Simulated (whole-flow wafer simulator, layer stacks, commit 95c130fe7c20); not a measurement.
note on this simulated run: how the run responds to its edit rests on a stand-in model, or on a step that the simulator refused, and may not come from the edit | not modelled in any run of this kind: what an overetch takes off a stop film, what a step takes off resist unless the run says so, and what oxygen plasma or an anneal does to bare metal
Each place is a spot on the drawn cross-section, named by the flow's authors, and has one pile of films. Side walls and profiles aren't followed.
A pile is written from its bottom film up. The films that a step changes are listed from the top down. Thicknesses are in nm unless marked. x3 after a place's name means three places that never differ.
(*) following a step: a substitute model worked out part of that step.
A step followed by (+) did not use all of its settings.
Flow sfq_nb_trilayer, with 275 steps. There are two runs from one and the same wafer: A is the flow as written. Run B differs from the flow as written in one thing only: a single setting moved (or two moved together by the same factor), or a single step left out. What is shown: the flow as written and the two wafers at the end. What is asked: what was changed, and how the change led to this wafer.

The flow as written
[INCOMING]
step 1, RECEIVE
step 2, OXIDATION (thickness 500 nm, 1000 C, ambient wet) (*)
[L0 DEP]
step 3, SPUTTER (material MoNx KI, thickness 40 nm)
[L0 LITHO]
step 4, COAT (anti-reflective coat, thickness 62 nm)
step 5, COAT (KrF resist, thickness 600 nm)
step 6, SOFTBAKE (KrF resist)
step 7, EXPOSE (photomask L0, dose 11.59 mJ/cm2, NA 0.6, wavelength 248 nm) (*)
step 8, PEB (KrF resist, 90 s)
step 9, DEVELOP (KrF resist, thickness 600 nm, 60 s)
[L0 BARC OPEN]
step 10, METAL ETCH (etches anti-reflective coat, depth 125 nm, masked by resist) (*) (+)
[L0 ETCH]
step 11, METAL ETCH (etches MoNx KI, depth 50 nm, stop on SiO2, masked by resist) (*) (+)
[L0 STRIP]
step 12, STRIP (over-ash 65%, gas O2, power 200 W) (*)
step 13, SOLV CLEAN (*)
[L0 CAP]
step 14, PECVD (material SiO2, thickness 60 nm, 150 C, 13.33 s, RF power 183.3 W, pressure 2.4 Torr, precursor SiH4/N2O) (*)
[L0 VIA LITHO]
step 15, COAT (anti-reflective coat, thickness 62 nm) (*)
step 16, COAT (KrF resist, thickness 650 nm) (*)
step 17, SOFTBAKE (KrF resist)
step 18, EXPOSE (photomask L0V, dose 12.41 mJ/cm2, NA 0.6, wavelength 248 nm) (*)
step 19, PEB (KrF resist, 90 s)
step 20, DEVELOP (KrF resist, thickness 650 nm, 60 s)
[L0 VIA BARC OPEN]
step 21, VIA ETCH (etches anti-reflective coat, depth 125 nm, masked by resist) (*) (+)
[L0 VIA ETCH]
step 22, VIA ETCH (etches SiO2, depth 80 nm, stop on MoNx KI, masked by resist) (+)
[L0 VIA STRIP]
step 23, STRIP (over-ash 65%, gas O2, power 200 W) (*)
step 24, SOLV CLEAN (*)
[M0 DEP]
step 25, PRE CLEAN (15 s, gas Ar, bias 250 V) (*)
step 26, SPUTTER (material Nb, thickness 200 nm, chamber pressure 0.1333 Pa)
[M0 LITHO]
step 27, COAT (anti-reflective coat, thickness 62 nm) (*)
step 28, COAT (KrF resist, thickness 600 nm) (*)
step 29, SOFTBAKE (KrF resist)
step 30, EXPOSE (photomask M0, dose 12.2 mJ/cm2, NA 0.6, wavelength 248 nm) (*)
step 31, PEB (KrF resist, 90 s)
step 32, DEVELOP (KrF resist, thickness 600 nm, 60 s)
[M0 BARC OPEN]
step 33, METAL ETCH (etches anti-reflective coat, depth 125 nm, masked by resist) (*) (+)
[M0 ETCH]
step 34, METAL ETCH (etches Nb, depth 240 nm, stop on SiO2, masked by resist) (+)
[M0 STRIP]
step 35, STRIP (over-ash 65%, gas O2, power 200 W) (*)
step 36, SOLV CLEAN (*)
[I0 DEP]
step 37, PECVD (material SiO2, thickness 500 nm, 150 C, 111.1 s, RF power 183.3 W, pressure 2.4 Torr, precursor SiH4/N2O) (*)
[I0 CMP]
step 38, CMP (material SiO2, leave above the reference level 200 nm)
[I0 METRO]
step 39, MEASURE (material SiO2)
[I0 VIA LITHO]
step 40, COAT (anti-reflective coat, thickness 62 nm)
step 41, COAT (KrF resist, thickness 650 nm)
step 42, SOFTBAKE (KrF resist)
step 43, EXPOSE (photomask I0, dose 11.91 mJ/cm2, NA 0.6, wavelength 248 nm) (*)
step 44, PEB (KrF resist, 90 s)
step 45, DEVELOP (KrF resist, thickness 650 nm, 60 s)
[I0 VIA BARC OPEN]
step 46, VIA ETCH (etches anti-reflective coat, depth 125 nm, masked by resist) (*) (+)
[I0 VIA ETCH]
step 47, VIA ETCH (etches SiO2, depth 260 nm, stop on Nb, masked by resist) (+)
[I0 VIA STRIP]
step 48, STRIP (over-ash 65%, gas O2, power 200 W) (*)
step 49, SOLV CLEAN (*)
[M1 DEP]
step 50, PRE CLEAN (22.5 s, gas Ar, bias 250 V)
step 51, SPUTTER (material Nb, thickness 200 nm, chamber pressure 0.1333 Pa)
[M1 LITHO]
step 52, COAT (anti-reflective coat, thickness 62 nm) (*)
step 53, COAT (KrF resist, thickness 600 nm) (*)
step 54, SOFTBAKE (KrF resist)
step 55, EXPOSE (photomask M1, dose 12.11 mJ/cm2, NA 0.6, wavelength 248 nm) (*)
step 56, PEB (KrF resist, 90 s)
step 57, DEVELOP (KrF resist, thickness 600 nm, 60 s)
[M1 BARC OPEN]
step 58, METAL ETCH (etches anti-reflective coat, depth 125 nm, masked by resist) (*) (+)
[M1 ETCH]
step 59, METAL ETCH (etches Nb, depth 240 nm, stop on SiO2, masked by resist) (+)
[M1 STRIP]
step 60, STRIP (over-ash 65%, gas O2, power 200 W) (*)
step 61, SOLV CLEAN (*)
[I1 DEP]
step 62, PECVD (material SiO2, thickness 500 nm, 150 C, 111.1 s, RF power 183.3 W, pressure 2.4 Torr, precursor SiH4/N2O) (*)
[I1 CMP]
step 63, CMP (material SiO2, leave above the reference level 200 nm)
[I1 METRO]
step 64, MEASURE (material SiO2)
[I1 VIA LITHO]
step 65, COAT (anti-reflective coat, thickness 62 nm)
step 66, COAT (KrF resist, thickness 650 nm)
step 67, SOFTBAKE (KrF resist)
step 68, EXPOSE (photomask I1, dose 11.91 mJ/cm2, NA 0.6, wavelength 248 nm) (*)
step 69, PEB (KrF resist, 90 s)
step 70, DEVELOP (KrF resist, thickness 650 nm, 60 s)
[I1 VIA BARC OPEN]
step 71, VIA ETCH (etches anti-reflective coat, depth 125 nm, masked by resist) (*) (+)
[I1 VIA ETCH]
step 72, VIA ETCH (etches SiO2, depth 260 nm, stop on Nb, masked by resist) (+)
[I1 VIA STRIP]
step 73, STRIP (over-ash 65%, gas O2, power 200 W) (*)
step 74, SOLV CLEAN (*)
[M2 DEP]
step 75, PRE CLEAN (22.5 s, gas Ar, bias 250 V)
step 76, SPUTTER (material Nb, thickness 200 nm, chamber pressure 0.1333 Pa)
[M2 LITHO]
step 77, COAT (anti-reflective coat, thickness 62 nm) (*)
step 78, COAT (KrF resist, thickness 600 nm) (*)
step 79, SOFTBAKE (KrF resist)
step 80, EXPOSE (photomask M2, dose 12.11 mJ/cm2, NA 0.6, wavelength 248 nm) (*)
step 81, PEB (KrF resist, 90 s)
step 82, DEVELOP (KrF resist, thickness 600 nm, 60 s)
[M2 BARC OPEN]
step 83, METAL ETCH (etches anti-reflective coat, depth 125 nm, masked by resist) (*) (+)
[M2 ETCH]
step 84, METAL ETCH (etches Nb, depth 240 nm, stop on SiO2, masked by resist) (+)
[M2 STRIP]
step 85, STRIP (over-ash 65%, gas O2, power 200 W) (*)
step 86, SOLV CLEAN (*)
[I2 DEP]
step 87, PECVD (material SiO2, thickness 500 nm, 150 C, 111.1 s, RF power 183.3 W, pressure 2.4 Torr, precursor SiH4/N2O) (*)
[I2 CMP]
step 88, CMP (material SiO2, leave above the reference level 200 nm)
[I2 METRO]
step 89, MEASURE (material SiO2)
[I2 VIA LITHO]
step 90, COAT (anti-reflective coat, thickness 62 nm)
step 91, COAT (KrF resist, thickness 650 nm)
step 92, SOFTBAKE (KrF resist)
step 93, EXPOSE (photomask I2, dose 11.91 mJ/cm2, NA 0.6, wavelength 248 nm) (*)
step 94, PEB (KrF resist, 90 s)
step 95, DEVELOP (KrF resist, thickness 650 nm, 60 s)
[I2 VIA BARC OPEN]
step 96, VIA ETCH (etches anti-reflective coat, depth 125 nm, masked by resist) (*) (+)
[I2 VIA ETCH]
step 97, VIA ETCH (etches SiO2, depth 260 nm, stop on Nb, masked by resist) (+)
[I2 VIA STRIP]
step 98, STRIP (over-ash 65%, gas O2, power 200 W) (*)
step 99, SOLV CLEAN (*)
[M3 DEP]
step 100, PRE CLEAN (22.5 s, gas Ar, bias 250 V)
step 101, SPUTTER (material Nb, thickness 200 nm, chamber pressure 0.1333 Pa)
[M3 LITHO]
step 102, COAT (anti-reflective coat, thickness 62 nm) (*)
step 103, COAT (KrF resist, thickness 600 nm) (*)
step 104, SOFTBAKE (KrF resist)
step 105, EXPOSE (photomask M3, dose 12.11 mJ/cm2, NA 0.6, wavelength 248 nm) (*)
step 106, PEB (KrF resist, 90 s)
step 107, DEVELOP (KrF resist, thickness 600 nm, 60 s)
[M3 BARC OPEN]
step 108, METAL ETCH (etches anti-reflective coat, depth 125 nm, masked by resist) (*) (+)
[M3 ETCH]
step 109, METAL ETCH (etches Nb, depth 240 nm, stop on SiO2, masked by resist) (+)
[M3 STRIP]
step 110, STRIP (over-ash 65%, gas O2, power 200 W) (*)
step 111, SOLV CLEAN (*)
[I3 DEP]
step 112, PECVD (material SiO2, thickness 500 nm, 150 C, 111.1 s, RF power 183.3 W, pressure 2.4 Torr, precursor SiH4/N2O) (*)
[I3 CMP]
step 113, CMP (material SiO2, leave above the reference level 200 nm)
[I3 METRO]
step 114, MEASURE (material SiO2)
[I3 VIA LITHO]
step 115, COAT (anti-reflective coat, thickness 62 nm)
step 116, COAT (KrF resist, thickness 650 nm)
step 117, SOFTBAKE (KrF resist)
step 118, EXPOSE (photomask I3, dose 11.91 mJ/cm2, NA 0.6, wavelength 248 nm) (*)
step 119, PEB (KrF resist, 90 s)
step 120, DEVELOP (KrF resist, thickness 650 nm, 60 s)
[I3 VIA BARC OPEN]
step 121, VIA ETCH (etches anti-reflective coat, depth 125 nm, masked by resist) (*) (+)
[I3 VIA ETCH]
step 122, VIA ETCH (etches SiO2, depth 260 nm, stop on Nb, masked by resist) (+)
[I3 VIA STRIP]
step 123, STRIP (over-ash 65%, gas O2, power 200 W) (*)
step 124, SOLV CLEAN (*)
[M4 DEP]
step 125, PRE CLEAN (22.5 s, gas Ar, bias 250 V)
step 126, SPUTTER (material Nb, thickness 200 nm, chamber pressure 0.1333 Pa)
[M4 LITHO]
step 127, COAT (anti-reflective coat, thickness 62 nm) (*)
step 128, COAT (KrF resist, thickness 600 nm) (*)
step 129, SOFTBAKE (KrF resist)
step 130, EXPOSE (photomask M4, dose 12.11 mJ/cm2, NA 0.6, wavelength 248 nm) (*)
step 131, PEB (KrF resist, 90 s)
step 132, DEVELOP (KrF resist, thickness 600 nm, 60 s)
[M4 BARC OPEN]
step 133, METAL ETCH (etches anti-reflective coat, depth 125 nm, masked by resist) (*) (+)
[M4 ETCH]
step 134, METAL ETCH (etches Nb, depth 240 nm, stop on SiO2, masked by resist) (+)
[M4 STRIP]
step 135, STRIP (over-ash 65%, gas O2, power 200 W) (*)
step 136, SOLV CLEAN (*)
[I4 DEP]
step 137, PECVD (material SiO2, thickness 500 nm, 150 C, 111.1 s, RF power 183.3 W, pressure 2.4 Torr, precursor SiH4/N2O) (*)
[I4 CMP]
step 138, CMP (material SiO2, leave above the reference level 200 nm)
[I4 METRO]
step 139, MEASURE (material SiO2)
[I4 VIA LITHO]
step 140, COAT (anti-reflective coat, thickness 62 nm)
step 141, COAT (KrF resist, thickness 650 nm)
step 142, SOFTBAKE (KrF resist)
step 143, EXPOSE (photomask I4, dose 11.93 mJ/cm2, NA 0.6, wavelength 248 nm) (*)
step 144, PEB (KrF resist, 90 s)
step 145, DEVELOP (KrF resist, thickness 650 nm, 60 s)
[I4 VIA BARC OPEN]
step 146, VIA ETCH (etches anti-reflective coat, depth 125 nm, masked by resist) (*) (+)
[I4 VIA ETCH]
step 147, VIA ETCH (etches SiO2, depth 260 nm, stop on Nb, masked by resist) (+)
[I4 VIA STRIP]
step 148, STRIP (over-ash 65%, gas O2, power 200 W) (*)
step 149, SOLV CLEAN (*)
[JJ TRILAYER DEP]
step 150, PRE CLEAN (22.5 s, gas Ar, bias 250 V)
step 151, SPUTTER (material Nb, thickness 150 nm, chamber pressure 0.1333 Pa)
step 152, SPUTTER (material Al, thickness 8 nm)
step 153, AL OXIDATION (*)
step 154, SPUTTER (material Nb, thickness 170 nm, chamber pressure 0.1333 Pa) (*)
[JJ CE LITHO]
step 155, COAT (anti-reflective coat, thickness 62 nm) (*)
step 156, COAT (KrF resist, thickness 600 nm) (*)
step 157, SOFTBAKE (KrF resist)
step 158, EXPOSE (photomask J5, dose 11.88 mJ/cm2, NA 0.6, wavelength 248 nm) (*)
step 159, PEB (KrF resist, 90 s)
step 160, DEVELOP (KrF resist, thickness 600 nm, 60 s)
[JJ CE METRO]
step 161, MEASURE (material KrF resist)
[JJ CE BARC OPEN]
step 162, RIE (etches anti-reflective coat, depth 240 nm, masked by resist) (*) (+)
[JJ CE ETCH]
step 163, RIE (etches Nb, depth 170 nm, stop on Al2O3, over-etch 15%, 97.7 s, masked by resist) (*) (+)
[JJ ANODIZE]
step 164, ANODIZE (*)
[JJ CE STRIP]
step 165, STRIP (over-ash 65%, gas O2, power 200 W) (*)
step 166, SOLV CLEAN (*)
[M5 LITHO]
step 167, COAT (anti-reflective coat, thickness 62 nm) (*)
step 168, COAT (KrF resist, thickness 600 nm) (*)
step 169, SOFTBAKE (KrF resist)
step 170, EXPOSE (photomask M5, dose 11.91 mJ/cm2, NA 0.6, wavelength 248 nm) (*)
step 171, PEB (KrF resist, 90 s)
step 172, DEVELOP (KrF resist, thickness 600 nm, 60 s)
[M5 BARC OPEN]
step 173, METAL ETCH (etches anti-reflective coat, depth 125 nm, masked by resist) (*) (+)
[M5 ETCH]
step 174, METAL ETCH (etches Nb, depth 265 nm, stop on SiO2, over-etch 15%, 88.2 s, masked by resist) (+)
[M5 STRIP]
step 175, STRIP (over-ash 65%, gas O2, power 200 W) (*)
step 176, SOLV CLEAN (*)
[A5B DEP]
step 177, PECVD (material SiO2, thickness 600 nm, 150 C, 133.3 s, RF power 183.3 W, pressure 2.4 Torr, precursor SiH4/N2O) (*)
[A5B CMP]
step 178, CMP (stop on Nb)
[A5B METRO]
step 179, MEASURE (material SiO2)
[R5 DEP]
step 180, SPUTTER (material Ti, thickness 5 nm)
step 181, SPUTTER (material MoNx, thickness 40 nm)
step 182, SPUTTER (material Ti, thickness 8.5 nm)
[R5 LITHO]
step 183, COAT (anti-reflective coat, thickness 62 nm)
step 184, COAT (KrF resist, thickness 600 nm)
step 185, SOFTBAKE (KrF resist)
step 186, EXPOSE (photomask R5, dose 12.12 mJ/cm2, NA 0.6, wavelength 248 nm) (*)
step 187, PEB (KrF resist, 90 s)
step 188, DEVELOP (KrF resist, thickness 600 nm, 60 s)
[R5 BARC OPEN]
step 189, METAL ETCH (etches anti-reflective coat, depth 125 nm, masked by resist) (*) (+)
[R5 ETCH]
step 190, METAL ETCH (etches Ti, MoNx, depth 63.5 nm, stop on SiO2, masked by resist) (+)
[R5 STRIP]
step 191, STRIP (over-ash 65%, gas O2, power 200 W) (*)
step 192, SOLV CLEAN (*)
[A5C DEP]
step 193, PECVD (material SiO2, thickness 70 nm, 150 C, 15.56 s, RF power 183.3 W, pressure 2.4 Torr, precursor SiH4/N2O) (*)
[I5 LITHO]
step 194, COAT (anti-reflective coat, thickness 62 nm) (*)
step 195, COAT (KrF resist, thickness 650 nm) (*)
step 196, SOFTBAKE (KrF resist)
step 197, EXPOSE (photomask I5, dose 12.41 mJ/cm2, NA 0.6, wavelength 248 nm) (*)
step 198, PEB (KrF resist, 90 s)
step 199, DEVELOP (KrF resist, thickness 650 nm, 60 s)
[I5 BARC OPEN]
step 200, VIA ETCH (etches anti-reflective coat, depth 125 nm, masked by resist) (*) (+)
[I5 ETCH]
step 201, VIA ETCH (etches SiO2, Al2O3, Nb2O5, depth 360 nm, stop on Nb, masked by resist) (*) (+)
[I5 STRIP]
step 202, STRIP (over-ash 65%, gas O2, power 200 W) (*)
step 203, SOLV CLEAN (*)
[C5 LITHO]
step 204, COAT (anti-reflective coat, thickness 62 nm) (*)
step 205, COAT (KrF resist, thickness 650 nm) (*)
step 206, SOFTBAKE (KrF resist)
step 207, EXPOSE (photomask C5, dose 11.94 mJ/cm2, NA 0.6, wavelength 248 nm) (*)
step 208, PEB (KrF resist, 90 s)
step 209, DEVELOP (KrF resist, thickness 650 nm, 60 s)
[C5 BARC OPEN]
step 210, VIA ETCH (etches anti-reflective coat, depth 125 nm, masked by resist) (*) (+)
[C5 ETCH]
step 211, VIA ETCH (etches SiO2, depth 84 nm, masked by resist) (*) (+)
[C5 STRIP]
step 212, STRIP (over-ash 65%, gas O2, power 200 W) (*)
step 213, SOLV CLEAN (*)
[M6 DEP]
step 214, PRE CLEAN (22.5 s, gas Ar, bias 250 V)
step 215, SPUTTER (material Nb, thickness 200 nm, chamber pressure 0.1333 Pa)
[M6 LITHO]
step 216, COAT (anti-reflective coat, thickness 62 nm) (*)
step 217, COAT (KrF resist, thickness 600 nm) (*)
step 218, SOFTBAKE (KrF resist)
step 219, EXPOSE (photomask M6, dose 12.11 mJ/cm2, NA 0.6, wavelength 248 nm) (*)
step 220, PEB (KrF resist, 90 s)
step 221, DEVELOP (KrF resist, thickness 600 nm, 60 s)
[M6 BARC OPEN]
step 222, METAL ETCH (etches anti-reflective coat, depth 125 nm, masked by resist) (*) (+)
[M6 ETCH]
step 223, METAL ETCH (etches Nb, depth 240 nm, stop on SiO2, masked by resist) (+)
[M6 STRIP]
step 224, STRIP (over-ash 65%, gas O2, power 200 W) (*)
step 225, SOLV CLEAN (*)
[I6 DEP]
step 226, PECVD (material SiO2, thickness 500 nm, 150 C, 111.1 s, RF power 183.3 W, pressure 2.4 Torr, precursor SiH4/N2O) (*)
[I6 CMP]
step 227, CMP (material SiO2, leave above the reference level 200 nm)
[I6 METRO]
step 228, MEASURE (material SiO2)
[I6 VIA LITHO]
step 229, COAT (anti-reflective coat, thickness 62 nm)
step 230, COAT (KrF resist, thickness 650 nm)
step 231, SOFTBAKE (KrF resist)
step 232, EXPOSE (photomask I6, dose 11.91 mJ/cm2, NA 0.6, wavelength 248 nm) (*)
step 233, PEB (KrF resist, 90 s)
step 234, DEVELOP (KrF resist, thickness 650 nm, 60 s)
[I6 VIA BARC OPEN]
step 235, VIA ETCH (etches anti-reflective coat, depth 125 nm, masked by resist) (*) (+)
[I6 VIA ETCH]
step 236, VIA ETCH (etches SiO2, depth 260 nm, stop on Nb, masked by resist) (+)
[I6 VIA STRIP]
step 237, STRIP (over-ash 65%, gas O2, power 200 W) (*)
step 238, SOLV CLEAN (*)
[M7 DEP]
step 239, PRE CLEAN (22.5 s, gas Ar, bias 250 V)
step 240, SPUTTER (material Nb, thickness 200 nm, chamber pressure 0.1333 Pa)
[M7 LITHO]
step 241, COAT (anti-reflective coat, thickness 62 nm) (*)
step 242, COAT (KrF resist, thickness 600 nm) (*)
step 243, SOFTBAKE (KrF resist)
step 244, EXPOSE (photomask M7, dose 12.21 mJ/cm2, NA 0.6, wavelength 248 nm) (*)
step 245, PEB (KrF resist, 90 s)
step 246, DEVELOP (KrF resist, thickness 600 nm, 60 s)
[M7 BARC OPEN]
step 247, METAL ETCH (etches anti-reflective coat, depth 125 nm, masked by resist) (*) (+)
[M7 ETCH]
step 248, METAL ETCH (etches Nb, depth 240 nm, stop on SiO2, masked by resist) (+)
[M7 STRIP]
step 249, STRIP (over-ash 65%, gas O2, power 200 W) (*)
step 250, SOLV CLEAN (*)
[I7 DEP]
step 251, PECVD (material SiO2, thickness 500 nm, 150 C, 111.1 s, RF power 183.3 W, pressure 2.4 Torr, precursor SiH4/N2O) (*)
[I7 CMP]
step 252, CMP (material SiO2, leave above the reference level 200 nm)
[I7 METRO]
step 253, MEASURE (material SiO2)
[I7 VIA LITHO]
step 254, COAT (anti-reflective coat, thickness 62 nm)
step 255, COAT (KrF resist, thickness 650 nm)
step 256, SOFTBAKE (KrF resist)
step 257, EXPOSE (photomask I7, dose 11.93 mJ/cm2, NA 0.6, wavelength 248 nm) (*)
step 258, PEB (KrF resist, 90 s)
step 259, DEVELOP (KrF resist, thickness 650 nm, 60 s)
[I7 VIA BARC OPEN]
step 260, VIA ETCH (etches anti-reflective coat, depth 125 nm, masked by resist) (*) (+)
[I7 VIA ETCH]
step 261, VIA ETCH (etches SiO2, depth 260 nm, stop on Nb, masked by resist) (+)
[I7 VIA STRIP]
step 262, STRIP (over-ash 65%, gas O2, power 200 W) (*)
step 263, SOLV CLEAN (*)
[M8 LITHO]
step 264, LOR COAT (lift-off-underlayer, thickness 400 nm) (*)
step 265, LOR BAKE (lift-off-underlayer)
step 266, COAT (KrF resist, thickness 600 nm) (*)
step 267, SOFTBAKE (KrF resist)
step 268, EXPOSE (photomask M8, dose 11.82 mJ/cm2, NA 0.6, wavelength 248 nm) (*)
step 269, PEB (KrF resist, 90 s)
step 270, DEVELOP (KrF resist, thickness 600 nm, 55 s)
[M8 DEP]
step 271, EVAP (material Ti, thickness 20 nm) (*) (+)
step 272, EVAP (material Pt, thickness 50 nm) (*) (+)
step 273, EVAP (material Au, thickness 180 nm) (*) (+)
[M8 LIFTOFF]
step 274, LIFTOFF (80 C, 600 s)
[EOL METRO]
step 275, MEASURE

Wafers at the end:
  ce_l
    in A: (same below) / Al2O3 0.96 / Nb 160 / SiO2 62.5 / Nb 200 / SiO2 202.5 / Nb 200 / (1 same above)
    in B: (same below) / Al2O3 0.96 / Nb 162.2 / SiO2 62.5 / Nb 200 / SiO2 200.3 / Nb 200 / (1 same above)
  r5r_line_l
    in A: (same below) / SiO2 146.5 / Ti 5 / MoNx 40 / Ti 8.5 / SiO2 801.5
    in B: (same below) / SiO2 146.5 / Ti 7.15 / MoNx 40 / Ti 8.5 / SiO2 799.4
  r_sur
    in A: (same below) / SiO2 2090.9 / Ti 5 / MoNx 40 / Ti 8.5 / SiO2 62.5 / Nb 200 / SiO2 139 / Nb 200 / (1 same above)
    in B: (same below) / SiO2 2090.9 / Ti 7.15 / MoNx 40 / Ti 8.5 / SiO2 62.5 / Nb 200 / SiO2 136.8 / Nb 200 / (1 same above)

The reason: step 180, SPUTTER: thickness 7.15 nm was run, while the flow as written has thickness 5 nm.
One can read it off the wafer: r5r_line_l has Ti 7.15, and step 180 as written asks for 5 nm.

How this came from the change, step by step:
  step 180, SPUTTER (material Ti, thickness 5 nm)
      field_l, v_sur, via_wl and 103 more: A +5 Ti (new film) | B +7.15 Ti (new film)
  step 190, METAL ETCH (etches Ti, MoNx, depth 63.5 nm, stop on SiO2, masked by resist) (+)
      field_l, v_sur, via_wl and 92 more: A -8.5 Ti (all of it), -40 MoNx (all of it), -5 Ti (all of it) | B -8.5 Ti (all of it), -40 MoNx (all of it), -7.15 Ti (all of it)
      ce_l, c5j, ce_r, wl_jj: A -8.5 Ti (all of it), -40 MoNx (all of it), -5 Ti (all of it), -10 Nb | B -8.5 Ti (all of it), -40 MoNx (all of it), -7.15 Ti (all of it), -7.85 Nb
